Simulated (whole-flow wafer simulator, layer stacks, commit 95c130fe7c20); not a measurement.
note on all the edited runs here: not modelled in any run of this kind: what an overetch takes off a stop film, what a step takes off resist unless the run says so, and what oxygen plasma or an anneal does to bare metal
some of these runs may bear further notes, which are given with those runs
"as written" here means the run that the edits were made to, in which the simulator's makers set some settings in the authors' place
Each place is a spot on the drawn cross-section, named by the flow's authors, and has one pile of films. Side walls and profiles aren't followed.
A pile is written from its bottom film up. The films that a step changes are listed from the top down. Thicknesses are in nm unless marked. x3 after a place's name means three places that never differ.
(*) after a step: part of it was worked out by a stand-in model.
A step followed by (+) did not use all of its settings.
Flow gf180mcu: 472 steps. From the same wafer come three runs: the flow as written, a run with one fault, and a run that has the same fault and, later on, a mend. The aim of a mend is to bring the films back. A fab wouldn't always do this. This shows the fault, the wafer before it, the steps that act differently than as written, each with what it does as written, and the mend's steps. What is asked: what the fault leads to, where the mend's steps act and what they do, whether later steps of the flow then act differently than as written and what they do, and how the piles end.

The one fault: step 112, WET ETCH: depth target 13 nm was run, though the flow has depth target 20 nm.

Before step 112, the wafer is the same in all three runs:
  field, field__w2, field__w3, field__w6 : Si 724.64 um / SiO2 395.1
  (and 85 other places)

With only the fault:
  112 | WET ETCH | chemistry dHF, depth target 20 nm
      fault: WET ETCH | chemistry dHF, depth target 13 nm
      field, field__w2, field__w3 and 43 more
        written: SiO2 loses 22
        fault: SiO2 loses 14.3
  Later steps of the flow acting differently than as written (not shown: 55 more steps that differ only slightly, by at most 2% or 0.5 nm, whichever is larger):
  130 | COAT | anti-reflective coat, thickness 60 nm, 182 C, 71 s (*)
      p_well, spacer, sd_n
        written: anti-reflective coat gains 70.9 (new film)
        fault: anti-reflective coat gains 78.2 (new film)
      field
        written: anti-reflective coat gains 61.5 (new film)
        fault: anti-reflective coat gains 59 (new film)
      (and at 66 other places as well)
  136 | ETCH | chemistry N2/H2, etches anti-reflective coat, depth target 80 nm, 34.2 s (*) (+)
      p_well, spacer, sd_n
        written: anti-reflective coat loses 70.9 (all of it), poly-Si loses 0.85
        fault: anti-reflective coat loses 78.2 (all of it), poly-Si loses 0.66
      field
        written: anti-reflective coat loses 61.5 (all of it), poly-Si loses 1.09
        fault: anti-reflective coat loses 59 (all of it), poly-Si loses 1.15
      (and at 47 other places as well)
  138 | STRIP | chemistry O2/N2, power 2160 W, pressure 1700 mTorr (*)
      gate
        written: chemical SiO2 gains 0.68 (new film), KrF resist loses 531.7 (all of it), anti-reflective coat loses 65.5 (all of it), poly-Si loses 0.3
        fault: chemical SiO2 gains 0.68 (new film), KrF resist loses 532 (all of it), anti-reflective coat loses 68.8 (all of it), poly-Si loses 0.3
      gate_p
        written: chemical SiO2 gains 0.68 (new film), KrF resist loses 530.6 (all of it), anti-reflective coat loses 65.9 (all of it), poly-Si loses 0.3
        fault: chemical SiO2 gains 0.68 (new film), KrF resist loses 530.7 (all of it), anti-reflective coat loses 69.7 (all of it), poly-Si loses 0.3
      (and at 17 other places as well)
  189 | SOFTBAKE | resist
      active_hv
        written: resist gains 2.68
        fault: resist loses 0.45
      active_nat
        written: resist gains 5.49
        fault: resist gains 9.3
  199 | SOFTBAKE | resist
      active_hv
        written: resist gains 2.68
        fault: resist loses 0.45
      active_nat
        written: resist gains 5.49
        fault: resist gains 9.3
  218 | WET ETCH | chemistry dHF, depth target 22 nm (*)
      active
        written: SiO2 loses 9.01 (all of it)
        fault: SiO2 loses 8.1 (all of it)
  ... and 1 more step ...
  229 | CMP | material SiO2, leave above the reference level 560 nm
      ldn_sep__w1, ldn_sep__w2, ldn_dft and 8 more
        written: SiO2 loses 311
        fault: SiO2 loses 318.7
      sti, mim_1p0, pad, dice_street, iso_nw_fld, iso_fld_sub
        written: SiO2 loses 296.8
        fault: SiO2 loses 304.5
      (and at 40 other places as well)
  At npoly_u, ppoly_u, npoly_sal, ppoly_sal, polyc_n, polyc_n_rim, polyc_p, polyc_p_rim, the piles at the end differ from the flow's by more than 2% or 0.5 nm, whichever is larger.
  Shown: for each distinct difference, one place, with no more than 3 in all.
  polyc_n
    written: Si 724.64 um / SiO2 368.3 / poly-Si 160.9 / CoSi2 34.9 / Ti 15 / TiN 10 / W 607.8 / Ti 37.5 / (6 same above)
    fault: Si 724.64 um / SiO2 376 / poly-Si 160.9 / CoSi2 34.9 / Ti 15 / TiN 10 / W 600.1 / Ti 37.5 / (6 same above)
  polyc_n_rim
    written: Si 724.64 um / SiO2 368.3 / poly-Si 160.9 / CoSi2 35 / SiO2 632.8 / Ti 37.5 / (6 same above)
    fault: Si 724.64 um / SiO2 376 / poly-Si 160.9 / CoSi2 35 / SiO2 625.1 / Ti 37.5 / (6 same above)
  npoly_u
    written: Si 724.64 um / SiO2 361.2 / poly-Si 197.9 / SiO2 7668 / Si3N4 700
    fault: Si 724.64 um / SiO2 368.9 / poly-Si 197.9 / SiO2 7660.4 / Si3N4 700

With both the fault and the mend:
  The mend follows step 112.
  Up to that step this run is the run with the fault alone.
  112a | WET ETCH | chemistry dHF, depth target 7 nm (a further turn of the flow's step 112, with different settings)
      field, field__w2, field__w3 and 43 more
        SiO2 loses 7
  Later steps of the flow acting differently than as written (not shown: 56 more steps that differ only slightly, by at most 2% or 0.5 nm, whichever is larger):
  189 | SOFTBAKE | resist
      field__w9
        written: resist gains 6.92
        mend: resist loses 3.06
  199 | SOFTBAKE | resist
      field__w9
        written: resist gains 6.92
        mend: resist loses 3.06
  The piles end only slightly different from the flow's at the places that both follow, by no more than 2% or 0.5 nm, whichever is larger.
